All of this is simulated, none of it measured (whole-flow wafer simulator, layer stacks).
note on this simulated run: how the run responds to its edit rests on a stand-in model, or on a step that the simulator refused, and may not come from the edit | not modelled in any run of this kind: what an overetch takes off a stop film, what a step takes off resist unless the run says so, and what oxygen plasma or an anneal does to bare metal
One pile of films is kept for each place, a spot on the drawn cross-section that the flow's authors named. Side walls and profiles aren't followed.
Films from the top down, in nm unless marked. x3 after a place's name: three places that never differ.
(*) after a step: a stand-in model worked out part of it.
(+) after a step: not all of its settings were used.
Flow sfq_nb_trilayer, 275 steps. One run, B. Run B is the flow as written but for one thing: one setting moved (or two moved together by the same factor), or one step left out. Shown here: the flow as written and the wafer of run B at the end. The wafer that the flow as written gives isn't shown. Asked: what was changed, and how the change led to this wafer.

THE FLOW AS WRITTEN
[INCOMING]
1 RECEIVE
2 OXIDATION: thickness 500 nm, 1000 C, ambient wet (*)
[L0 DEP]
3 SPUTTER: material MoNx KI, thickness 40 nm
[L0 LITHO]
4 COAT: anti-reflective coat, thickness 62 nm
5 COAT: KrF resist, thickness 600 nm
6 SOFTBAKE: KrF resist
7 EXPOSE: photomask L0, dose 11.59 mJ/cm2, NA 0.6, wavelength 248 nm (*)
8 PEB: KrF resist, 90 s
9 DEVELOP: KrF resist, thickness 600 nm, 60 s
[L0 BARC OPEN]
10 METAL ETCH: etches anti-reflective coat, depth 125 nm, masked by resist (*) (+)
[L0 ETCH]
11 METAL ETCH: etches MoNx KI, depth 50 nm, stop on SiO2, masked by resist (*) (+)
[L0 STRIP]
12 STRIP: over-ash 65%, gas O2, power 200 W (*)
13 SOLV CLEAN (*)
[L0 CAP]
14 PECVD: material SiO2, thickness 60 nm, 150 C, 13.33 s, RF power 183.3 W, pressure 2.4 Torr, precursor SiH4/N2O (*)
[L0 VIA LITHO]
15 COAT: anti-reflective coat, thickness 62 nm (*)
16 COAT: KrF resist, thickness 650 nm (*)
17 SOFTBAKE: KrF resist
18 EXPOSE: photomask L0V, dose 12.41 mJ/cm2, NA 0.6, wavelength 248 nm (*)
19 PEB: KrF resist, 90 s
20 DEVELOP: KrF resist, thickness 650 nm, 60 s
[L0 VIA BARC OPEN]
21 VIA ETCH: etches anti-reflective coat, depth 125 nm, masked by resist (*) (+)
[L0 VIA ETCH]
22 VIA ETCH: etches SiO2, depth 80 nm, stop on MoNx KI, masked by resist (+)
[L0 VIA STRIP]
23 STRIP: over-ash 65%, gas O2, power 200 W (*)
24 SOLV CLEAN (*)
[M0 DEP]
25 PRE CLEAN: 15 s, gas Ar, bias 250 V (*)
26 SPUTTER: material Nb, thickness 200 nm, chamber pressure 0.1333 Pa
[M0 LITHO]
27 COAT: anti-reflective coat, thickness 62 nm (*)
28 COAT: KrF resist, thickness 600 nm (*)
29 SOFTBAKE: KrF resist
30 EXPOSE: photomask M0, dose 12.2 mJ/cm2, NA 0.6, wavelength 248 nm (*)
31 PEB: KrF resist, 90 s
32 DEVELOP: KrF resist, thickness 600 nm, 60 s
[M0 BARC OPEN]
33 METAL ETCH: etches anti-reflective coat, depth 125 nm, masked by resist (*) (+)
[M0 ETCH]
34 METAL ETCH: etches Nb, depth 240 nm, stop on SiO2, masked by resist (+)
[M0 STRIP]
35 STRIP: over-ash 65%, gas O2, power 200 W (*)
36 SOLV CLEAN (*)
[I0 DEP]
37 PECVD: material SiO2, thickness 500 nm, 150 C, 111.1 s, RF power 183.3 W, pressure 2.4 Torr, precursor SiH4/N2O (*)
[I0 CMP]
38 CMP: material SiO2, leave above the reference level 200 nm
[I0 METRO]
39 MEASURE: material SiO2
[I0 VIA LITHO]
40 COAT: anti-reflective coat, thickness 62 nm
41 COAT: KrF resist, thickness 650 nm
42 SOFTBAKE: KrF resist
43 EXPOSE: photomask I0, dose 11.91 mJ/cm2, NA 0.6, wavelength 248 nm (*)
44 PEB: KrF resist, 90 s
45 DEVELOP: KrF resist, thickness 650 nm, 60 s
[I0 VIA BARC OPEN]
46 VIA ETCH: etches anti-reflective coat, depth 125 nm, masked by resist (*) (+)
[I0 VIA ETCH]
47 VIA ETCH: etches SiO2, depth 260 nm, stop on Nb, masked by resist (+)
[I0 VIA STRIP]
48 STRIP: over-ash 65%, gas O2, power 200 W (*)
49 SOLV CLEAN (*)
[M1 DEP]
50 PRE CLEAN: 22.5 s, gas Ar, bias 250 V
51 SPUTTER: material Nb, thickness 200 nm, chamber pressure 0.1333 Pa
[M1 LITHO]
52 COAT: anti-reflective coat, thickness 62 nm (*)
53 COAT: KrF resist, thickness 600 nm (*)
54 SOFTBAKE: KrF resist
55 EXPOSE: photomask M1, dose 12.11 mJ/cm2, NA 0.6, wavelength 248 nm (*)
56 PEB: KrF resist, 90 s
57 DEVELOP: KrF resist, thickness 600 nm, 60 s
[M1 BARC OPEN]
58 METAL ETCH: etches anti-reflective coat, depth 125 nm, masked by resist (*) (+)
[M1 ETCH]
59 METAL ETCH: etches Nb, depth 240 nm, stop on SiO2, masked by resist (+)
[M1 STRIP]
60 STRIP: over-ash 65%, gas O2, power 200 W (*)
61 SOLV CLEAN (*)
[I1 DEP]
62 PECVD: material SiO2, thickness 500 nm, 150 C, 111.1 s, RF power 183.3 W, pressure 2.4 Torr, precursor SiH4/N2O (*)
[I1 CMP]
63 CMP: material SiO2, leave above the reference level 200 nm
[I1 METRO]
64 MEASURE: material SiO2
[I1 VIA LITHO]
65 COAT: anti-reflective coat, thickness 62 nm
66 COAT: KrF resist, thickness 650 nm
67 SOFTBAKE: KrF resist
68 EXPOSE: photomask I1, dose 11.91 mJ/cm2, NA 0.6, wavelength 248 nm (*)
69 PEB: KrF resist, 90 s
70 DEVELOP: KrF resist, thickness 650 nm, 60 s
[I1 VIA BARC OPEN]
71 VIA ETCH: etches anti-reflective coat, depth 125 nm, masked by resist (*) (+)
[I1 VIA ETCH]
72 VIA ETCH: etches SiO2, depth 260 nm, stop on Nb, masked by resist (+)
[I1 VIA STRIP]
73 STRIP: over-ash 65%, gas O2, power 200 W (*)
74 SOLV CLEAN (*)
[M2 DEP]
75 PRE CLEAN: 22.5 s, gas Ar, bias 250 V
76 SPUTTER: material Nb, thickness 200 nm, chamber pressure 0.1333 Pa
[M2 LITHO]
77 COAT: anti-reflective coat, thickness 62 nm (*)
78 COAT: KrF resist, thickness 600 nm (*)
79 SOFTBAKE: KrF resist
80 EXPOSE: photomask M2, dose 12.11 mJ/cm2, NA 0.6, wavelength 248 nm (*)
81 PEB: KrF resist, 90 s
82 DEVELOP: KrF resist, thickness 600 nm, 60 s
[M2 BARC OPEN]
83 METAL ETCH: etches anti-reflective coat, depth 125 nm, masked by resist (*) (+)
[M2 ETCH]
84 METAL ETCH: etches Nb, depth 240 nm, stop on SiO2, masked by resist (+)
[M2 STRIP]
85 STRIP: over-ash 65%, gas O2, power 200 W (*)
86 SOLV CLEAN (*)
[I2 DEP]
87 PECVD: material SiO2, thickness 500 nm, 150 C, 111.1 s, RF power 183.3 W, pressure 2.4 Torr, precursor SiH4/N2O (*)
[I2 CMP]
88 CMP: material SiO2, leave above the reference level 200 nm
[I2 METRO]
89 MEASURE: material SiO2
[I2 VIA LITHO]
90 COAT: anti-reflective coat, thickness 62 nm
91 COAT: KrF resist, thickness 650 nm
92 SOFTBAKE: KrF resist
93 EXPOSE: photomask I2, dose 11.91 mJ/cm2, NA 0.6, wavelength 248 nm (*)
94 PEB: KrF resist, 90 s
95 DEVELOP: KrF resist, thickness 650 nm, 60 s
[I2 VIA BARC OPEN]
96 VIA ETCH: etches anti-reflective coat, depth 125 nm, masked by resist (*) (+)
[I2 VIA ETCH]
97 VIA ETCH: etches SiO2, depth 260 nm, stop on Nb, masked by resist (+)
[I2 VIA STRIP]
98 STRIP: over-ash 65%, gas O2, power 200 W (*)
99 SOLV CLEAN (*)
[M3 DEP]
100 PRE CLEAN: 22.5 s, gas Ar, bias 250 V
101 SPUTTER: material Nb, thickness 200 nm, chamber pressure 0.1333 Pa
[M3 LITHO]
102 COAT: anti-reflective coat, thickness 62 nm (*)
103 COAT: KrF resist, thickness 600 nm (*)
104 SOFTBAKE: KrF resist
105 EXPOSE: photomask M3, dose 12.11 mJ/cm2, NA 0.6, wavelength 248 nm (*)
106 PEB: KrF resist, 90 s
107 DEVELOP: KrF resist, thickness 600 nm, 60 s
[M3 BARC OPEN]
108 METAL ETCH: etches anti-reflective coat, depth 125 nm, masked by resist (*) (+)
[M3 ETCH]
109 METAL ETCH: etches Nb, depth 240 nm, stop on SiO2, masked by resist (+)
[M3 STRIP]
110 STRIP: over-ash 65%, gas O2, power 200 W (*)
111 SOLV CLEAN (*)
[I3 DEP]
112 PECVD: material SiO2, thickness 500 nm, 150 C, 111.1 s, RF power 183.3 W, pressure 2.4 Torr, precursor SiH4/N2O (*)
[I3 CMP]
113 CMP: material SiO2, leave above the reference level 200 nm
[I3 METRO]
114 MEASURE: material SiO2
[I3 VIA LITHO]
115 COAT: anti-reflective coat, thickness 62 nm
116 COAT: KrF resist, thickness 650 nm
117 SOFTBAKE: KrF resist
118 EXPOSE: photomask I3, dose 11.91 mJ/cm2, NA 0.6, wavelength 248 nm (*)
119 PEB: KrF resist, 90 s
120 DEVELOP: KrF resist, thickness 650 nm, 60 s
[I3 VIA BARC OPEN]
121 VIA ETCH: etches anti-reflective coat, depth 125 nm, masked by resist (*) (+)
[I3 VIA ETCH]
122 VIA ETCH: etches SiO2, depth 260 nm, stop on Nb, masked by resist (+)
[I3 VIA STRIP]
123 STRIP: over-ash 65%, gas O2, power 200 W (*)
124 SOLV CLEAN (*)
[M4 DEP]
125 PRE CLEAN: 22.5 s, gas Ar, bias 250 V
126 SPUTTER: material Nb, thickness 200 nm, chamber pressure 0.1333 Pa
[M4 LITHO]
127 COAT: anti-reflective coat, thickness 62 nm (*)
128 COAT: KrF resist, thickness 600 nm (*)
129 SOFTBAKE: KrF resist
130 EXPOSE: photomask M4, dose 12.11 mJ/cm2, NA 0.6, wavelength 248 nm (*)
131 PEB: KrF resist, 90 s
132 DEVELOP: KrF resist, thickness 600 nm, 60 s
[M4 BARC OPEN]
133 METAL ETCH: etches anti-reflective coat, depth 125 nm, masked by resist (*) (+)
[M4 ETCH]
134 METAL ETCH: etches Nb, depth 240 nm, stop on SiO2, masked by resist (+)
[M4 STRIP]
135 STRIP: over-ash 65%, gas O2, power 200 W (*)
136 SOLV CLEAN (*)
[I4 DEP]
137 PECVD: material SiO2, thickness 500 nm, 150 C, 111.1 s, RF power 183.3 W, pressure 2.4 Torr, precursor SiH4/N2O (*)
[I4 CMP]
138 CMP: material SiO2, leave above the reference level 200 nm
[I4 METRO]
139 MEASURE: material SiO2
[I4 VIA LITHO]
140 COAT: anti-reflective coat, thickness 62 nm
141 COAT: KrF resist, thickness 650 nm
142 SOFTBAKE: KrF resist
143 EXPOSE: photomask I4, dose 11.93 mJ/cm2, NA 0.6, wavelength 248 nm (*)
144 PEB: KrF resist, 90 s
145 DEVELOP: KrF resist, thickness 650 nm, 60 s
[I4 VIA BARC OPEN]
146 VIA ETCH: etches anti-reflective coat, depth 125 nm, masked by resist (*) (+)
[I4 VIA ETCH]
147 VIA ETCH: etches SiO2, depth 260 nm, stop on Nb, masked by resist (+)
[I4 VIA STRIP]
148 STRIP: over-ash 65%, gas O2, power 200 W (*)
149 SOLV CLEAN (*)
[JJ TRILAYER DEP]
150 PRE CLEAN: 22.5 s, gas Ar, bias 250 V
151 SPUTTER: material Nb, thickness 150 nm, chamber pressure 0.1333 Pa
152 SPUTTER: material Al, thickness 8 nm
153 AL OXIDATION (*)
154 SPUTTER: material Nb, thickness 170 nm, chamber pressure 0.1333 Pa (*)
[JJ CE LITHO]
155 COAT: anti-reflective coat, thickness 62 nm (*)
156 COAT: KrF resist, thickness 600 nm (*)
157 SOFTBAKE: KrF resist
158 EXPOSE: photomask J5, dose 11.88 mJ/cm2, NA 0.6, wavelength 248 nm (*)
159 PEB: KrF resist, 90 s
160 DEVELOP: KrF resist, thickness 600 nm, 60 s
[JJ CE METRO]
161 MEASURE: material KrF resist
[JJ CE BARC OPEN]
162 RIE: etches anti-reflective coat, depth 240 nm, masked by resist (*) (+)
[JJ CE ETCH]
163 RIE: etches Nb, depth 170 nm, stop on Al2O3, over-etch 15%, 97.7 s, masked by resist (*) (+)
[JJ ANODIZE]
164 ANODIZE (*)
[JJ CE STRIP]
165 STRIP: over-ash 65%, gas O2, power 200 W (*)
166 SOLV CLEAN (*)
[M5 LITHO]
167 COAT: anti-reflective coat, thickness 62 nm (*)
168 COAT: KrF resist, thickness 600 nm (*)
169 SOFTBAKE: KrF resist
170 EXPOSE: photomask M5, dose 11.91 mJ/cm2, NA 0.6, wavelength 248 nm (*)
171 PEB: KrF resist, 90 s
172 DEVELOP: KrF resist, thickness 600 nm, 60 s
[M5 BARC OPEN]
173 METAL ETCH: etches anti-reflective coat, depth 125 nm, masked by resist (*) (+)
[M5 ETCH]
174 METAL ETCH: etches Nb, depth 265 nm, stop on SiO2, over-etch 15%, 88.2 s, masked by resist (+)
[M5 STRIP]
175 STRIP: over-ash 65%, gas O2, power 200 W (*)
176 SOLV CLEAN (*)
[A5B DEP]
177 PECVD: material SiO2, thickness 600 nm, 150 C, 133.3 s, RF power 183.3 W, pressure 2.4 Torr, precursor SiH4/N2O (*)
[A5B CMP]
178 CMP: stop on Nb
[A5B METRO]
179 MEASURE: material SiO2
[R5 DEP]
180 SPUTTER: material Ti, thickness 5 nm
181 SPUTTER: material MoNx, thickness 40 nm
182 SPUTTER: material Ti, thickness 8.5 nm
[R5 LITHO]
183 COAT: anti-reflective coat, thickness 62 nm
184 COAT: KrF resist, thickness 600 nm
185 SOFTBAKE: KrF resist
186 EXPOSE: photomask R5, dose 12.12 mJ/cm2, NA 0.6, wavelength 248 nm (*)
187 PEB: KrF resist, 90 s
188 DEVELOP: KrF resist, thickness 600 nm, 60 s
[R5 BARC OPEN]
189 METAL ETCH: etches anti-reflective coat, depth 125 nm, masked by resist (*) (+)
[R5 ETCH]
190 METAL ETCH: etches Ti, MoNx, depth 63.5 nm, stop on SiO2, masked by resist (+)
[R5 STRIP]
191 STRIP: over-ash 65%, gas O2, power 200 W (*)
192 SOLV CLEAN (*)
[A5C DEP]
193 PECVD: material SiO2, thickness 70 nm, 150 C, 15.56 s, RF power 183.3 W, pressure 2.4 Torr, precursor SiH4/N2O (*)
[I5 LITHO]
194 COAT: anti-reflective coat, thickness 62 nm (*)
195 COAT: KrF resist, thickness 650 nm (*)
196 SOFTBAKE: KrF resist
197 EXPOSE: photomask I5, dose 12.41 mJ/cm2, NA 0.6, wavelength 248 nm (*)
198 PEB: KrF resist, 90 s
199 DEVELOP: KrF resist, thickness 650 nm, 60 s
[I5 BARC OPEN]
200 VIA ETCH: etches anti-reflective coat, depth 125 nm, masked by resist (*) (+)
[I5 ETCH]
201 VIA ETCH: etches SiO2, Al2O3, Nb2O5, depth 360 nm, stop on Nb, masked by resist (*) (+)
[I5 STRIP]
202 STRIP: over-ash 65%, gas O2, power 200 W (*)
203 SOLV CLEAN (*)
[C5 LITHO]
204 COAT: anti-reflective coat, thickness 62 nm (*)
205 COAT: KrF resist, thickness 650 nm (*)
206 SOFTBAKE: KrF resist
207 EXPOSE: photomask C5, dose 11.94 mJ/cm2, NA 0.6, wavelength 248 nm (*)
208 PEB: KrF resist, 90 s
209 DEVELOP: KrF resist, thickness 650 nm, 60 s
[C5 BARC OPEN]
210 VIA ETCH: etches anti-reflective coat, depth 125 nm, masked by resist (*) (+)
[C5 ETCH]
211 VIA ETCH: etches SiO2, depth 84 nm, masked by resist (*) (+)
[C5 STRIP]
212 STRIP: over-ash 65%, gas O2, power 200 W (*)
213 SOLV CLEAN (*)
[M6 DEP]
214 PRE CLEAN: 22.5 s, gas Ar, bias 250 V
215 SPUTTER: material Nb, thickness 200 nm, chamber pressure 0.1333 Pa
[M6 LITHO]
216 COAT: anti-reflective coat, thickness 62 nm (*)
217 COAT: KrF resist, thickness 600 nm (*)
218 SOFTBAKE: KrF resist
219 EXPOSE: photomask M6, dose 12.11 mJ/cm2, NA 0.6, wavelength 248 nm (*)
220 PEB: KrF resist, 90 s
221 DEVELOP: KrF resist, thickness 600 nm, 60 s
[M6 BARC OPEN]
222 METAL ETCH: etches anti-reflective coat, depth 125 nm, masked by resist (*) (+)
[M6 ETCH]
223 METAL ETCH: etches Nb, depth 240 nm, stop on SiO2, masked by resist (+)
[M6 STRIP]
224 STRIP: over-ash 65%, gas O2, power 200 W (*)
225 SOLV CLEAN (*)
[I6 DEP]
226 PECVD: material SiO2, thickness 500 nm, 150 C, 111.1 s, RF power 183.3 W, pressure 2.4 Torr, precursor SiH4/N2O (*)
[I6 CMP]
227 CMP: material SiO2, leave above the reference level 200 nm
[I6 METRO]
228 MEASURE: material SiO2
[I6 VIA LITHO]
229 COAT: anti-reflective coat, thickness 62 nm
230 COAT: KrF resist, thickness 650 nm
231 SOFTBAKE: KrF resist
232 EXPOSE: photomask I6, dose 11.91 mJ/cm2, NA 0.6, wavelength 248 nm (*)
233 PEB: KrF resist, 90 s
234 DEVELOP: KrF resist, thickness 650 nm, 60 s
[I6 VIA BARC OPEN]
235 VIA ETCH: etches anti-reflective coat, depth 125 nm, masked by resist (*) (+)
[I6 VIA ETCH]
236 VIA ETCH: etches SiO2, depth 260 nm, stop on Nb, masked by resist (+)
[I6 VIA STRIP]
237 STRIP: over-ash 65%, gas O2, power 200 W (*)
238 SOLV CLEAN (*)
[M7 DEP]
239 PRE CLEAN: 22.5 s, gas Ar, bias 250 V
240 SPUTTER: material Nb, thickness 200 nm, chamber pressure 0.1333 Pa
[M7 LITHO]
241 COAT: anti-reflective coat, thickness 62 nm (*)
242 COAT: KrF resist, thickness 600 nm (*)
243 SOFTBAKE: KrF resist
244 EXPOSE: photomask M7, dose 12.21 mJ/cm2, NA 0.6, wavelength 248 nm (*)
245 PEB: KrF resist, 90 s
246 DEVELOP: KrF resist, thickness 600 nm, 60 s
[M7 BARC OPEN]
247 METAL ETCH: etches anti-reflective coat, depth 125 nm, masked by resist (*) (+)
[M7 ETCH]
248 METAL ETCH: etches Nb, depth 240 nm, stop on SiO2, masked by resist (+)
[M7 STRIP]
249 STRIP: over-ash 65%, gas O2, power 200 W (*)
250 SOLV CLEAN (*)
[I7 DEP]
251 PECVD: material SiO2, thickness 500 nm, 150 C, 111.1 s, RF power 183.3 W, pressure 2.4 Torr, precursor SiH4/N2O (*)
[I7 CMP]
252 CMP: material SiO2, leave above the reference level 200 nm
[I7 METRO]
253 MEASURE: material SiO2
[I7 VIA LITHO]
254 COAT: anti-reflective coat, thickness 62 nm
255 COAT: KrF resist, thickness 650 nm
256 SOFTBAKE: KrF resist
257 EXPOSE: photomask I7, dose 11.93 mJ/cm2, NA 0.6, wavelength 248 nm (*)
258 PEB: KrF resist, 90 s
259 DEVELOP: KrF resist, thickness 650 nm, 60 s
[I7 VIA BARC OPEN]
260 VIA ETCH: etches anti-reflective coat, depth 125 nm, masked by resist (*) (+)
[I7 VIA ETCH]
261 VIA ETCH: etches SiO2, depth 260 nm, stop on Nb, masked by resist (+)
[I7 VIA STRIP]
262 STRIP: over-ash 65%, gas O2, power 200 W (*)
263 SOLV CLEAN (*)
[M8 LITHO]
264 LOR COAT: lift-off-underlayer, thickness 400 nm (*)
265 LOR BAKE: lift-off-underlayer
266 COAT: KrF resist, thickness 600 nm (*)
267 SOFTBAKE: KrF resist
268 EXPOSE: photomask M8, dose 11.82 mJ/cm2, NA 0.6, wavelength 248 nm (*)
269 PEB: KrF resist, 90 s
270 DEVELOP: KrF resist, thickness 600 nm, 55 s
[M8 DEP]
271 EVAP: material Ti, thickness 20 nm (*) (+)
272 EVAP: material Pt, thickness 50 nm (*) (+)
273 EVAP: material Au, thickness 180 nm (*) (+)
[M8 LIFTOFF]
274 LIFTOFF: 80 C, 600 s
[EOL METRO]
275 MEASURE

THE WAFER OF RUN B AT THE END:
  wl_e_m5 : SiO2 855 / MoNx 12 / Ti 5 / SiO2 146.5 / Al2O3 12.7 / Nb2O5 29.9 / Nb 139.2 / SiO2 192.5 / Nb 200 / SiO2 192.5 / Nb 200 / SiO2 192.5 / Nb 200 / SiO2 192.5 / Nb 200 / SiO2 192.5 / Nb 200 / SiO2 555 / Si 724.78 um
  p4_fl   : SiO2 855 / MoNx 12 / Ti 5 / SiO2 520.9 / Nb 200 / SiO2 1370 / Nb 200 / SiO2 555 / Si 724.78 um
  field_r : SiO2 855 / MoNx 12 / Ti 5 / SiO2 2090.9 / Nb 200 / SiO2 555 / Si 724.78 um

The cause: step 190, METAL ETCH: depth 36.5 nm was run, where the flow has depth 63.5 nm.

How the change led to this, step by step:
  190 METAL ETCH: etches Ti, MoNx, depth 63.5 nm, stop on SiO2, masked by resist (+)
      field_l, v_sur, via_wl and 92 more: Ti -8.5 (all of it), MoNx -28 (as written it would be: Ti -8.5 (all of it), MoNx -40 (all of it), Ti -5 (all of it))
      ce_l, c5j, ce_r, wl_jj: Ti -8.5 (all of it), MoNx -28 (as written it would be: Ti -8.5 (all of it), MoNx -40 (all of it), Ti -5 (all of it), Nb -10)
      (and at 7 more places)
  191 STRIP: over-ash 65%, gas O2, power 200 W (*)
      be_r, r_sur, res, r_end, r5r_line_l, r5r_line_c, r5r_line_r: KrF resist -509 (all of it), anti-reflective coat -62 (all of it) (as written it would be: KrF resist -498.2 (all of it), anti-reflective coat -62 (all of it))
  193 PECVD: material SiO2, thickness 70 nm, 150 C, 15.56 s, RF power 183.3 W, pressure 2.4 Torr, precursor SiH4/N2O (*)
      field_l, v_sur, via_wl and 92 more: SiO2 +70 (new film) (as written it would be: SiO2 +70)
  194 COAT: anti-reflective coat, thickness 62 nm (*)
      wl_j_sl, wl_j_sr: anti-reflective coat +62 (new film) (as written it would be: anti-reflective coat +60.2 (new film))
      r5r_spacepad_l, r5r_spacepad_r: anti-reflective coat +77.1 (new film) (as written it would be: anti-reflective coat +84.4 (new film))
      (and at 14 more places)
  201 VIA ETCH: etches SiO2, Al2O3, Nb2O5, depth 360 nm, stop on Nb, masked by resist (*) (+)
      be: SiO2 -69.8 (all of it), MoNx -12 (all of it), Ti -5 (all of it), SiO2 -146.5 (all of it), Al2O3 -12.7 (all of it), Nb2O5 -29.9 (all of it) (as written it would be: SiO2 -216.4 (all of it), Al2O3 -12.7 (all of it), Nb2O5 -29.9 (all of it))
  202 STRIP: over-ash 65%, gas O2, power 200 W (*)
      wl_j_sl, wl_j_sr: KrF resist -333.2 (all of it), anti-reflective coat -62 (all of it) (as written it would be: KrF resist -333.3 (all of it), anti-reflective coat -60.2 (all of it))
      r5r_spacepad_l, r5r_spacepad_r: KrF resist -334.9 (all of it), anti-reflective coat -77.1 (all of it) (as written it would be: KrF resist -335.6 (all of it), anti-reflective coat -84.4 (all of it))
      (and at 14 more places)
  204 COAT: anti-reflective coat, thickness 62 nm (*)
      wl_j_sl, wl_j_sr: anti-reflective coat +62 (new film) (as written it would be: anti-reflective coat +60.2 (new film))
      r5r_spacepad_l, r5r_spacepad_r: anti-reflective coat +77.1 (new film) (as written it would be: anti-reflective coat +84.4 (new film))
      (and at 14 more places)
  210 VIA ETCH: etches anti-reflective coat, depth 125 nm, masked by resist (*) (+)
      field_l, v_sur, via_wl and 101 more: KrF resist -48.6 (as written it would be: KrF resist -47.4)
      c5j: anti-reflective coat -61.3 (all of it), SiO2 -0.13 (as written it would be: anti-reflective coat -63.9 (all of it), SiO2 -0.11)
      (and at 1 more place)
  211 VIA ETCH: etches SiO2, depth 84 nm, masked by resist (*) (+)
      c5j: SiO2 -69.9 (all of it) (as written it would be: SiO2 -69.9 (all of it), Nb -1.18)
  212 STRIP: over-ash 65%, gas O2, power 200 W (*)
      wl_j_sl, wl_j_sr: KrF resist -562 (all of it), anti-reflective coat -62 (all of it) (as written it would be: KrF resist -563.4 (all of it), anti-reflective coat -60.2 (all of it))
      r5r_spacepad_l, r5r_spacepad_r: KrF resist -563.7 (all of it), anti-reflective coat -77.1 (all of it) (as written it would be: KrF resist -565.8 (all of it), anti-reflective coat -84.4 (all of it))
      (and at 12 more places)
  214 PRE CLEAN: 22.5 s, gas Ar, bias 250 V
      c5j: MoNx -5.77 (as written it would be: Nb -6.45)
  215 SPUTTER: material Nb, thickness 200 nm, chamber pressure 0.1333 Pa
      c5j: Nb +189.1 (new film) (as written it would be: Nb +188.4)
      be: Nb +143.6 (as written it would be: Nb +147.3)
  216 COAT: anti-reflective coat, thickness 62 nm (*)
      wl_j_sl, wl_j_sr: anti-reflective coat +62 (new film) (as written it would be: anti-reflective coat +60.2 (new film))
      r5r_line_l, r5r_line_c: anti-reflective coat +52.9 (new film) (as written it would be: anti-reflective coat +50 (new film))
      (and at 15 more places)
  222 METAL ETCH: etches anti-reflective coat, depth 125 nm, masked by resist (*) (+)
      r5r_line_l, r5r_line_c: anti-reflective coat -52.9 (all of it) (as written it would be: anti-reflective coat -50 (all of it))
      r5r_spacepad_l, r5r_spacepad_r: anti-reflective coat -77.6 (all of it) (as written it would be: anti-reflective coat -85.7 (all of it))
      (and at 3 more places)
  224 STRIP: over-ash 65%, gas O2, power 200 W (*)
      wl_j_sl, wl_j_sr: KrF resist -382.4 (all of it), anti-reflective coat -62 (all of it) (as written it would be: KrF resist -382.5 (all of it), anti-reflective coat -60.2 (all of it))
      be: KrF resist -590.2 (all of it), anti-reflective coat -139.7 (all of it) (as written it would be: KrF resist -575.8 (all of it), anti-reflective coat -136.7 (all of it))
      (and at 9 more places)
  226 PECVD: material SiO2, thickness 500 nm, 150 C, 111.1 s, RF power 183.3 W, pressure 2.4 Torr, precursor SiH4/N2O (*)
      r5r_spacepad_l, r5r_spacepad_r: SiO2 +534 (as written it would be: SiO2 +553.5)
      be: SiO2 +714.3 (new film) (as written it would be: SiO2 +693.5 (new film))
  227 CMP: material SiO2, leave above the reference level 200 nm
      ce_l, ce_r, wl_jj: SiO2 -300 (as written it would be: SiO2 -290)
      be_r, r_sur, r_end: SiO2 -336.5 (as written it would be: SiO2 -353.5)
      (and at 7 more places)
Counting metal films that touch as one body, wl_e_m5 has 7 bodies (between them, from the top down: SiO2 146.5 / Al2O3 12.7 / Nb2O5 29.9; SiO2 192.5; SiO2 192.5; SiO2 192.5; SiO2 192.5; SiO2 192.5); the flow as written gives 6 bodies (between them, from the top down: SiO2 192.5; SiO2 192.5; SiO2 192.5; SiO2 192.5; SiO2 192.5).
Counting metal films that touch as one body, p4_fl has 3 bodies (between them, from the top down: SiO2 520.9; SiO2 1370); the flow as written gives 2 bodies (between them, from the top down: SiO2 1370).
Counting metal films that touch as one body, field_r has 2 bodies (between them, from the top down: SiO2 2090.9); the flow as written gives 1 body.
